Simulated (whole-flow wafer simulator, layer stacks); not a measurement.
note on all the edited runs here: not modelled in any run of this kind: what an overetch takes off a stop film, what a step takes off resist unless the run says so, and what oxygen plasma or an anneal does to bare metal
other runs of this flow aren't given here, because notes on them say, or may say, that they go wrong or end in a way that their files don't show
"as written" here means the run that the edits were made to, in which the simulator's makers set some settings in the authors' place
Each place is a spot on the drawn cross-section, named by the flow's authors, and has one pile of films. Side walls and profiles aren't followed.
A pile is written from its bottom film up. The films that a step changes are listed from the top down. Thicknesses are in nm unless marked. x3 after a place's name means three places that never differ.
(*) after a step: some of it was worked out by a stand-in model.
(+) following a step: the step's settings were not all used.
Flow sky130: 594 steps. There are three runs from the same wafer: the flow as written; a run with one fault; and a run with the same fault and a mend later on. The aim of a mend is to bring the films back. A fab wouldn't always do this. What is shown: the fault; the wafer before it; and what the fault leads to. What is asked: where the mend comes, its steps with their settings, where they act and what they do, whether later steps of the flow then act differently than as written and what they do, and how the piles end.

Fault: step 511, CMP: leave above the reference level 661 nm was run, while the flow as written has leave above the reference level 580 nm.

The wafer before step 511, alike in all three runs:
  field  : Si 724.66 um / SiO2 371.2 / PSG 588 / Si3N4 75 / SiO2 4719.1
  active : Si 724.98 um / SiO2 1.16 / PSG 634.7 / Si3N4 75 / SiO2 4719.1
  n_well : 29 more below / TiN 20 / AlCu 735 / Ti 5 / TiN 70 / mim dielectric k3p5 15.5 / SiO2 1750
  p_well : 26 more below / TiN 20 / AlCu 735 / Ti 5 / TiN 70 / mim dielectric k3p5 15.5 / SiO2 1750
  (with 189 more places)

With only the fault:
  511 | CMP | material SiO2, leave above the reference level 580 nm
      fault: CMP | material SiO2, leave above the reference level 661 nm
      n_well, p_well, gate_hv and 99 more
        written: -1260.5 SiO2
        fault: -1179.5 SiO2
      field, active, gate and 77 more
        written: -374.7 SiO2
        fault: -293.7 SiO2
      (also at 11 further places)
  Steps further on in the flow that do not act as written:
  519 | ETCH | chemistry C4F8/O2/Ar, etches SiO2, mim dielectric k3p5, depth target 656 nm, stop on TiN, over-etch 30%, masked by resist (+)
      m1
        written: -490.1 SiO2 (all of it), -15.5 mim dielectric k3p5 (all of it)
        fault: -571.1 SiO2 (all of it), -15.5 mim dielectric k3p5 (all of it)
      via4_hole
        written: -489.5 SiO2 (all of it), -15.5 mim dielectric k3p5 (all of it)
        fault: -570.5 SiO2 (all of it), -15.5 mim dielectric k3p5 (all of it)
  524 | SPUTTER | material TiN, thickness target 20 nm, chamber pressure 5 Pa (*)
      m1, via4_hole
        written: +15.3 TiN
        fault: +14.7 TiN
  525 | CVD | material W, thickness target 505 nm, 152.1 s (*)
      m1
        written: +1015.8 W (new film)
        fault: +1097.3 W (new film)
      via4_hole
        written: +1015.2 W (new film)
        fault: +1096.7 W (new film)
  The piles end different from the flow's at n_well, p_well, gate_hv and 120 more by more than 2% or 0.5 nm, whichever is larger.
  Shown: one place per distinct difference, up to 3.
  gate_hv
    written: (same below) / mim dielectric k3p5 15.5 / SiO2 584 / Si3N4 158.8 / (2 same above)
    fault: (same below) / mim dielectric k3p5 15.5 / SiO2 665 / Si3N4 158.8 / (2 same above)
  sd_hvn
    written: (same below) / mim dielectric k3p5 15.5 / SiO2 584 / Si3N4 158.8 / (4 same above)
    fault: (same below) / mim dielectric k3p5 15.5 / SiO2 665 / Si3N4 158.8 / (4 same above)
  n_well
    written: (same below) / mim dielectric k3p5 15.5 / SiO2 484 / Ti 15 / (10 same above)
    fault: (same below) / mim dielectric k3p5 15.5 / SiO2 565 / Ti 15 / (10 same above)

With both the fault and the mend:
  The mend stands after step 511.
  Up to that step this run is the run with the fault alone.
  511a | CMP | material SiO2, leave above the reference level 580 nm (the flow's step 511, run once more)
      field, active, n_well and 190 more
        -81 SiO2
  None of the later steps of the flow acts differently than as written at any place that is followed.
  By the end, the piles equal the flow's at every place that both follow.
